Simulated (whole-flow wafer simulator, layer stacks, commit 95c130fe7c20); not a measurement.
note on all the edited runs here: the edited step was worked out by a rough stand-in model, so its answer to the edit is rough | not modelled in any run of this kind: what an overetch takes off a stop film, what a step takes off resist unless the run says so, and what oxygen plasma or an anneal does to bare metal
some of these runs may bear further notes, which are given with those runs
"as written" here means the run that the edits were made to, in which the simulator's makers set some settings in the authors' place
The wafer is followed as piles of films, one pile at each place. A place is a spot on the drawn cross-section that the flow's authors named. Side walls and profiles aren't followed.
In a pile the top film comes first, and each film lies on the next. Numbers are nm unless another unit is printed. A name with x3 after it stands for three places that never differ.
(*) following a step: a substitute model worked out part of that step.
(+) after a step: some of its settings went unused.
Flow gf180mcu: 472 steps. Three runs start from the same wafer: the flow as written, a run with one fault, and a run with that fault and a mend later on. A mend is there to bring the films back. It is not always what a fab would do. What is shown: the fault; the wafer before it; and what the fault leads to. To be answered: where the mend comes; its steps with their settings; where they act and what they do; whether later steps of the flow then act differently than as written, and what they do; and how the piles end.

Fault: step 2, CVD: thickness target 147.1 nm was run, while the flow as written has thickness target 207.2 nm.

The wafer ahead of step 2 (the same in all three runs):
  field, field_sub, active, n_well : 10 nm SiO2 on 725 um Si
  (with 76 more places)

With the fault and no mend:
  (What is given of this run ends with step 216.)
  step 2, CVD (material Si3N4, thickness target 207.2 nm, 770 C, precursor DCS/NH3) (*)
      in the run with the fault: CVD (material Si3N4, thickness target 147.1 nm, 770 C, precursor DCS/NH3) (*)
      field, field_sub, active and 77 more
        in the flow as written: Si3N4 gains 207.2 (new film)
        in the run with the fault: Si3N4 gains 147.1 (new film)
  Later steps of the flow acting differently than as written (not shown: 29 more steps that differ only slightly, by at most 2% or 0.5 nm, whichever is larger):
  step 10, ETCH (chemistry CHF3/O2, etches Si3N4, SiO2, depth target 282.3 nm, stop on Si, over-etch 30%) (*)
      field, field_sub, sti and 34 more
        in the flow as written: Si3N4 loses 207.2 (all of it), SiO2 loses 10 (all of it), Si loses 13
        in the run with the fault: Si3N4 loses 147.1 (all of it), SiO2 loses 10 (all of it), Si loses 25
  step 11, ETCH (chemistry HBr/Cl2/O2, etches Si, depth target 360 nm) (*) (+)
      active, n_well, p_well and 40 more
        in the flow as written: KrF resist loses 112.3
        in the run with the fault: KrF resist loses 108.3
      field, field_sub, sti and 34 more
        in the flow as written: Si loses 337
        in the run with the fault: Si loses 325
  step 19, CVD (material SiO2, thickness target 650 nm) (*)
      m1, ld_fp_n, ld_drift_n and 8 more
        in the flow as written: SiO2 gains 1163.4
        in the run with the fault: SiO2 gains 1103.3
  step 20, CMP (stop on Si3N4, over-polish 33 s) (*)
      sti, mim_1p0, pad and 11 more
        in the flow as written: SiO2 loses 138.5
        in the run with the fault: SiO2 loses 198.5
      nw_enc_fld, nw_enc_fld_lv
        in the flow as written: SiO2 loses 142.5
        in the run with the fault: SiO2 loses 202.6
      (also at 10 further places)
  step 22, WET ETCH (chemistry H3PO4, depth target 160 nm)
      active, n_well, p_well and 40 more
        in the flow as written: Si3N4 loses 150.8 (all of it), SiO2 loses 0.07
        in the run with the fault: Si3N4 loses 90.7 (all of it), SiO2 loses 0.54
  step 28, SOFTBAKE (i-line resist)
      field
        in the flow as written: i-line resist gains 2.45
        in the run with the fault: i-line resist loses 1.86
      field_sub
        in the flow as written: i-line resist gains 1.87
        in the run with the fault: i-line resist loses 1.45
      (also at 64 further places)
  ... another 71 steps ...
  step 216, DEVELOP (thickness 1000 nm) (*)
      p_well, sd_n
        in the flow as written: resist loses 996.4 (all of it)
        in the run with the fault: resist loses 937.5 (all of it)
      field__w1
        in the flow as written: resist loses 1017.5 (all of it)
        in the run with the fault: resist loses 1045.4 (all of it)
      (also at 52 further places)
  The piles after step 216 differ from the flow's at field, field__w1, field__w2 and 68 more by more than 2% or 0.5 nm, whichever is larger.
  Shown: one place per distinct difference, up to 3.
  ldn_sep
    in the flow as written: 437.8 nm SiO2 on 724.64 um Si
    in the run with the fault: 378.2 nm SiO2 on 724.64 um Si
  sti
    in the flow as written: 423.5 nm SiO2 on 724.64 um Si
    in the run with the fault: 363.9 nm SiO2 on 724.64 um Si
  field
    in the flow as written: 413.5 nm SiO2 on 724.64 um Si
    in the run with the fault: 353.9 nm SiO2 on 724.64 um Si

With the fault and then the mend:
  The mend follows step 9.
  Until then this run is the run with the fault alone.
  step 9a, STRIP (chemistry O2/N2, power 2160 W, pressure 1700 mTorr) (*)
      active, n_well, p_well and 40 more
        KrF resist loses 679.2 (all of it)
  step 9b, CVD (material Si3N4, thickness target 60.08 nm, 770 C, precursor DCS/NH3) (*) (a further turn of the flow's step 2, with different settings)
      field, field_sub, active and 77 more
        Si3N4 gains 60.1
  step 9c, HMDS (120 C, 60 s) (a further turn of the flow's step 4)
      leaves every film unchanged at each place that is followed
  step 9d, COAT (KrF resist, thickness 700 nm) (a further turn of the flow's step 5)
      field, field_sub, active and 77 more
        KrF resist gains 700 (new film)
  step 9e, SOFTBAKE (KrF resist) (a further turn of the flow's step 6)
      leaves every film unchanged at each place that is followed
  step 9f, EXPOSE (photomask COMP) (a further turn of the flow's step 7)
      leaves every film unchanged at each place that is followed
  step 9g, PEB (KrF resist, 135 C, 90 s) (a further turn of the flow's step 8)
      field, field_sub, active and 77 more
        KrF resist loses 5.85
  step 9h, DEVELOP (thickness 700 nm, 60 s) (a further turn of the flow's step 9)
      active, n_well, p_well and 40 more
        KrF resist loses 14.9
      field, field_sub, sti and 34 more
        KrF resist loses 694.2 (all of it)
  None of the later steps of the flow differs from how it acts as written, at any place that is followed, by more than 2% or 0.5 nm, whichever is larger.
  The piles end the same as the flow's at every place that both follow.
